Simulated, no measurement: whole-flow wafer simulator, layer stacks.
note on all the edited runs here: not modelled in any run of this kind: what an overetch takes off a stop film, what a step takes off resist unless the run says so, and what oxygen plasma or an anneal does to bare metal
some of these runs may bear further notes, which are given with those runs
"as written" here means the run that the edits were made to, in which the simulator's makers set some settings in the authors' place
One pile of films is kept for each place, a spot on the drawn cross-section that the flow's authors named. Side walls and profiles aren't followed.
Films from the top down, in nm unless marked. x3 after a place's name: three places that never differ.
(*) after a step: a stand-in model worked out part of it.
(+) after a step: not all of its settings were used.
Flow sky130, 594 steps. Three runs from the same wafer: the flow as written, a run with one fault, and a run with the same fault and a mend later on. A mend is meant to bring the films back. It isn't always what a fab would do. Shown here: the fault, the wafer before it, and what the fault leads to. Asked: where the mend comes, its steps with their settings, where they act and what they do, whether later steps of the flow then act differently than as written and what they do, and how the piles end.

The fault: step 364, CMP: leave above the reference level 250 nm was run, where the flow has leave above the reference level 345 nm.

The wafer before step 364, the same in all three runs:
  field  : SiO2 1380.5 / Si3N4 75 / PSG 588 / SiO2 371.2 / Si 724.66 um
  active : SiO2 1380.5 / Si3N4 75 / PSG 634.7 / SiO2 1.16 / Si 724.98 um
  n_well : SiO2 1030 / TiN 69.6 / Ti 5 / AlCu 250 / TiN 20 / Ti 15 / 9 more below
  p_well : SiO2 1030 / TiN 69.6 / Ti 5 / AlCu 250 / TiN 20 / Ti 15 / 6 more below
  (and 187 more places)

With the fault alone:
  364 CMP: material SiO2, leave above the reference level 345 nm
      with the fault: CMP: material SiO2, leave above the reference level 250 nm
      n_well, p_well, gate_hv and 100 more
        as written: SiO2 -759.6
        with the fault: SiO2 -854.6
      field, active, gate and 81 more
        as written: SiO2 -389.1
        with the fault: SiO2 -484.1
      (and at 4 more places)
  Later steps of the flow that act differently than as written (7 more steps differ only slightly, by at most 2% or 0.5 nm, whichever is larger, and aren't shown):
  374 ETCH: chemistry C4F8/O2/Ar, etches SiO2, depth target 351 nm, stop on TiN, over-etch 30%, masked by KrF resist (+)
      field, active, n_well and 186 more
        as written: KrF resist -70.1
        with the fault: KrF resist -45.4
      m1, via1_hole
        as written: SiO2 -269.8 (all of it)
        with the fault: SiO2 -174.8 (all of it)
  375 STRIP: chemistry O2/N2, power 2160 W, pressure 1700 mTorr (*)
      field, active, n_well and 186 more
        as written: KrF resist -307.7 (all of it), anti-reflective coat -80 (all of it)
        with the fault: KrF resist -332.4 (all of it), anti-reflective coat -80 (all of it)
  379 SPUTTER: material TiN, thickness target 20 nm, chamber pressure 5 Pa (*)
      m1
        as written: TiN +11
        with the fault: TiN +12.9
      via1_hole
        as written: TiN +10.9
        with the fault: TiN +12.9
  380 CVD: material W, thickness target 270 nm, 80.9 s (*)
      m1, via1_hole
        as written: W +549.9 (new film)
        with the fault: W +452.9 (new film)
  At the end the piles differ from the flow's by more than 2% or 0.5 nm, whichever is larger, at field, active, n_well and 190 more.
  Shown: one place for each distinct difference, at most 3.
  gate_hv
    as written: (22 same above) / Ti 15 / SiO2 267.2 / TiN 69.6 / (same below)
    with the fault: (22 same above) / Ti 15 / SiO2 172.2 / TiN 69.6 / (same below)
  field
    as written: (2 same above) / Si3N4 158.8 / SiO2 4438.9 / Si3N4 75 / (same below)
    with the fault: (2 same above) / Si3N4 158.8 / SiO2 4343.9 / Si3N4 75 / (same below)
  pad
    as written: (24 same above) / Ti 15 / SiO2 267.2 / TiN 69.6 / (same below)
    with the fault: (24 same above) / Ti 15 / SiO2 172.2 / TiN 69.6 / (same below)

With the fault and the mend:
  The mend comes after step 364.
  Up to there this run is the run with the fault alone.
  364a HDPCVD: thickness target 95 nm (*) (the flow's step 363 once more, with other settings)
      field, active, n_well and 188 more
        SiO2 +95
  No later step of the flow acts differently than as written, at any place that is followed, by more than 2% or 0.5 nm, whichever is larger.
  At the end the piles are the same as the flow's at every place that both follow.
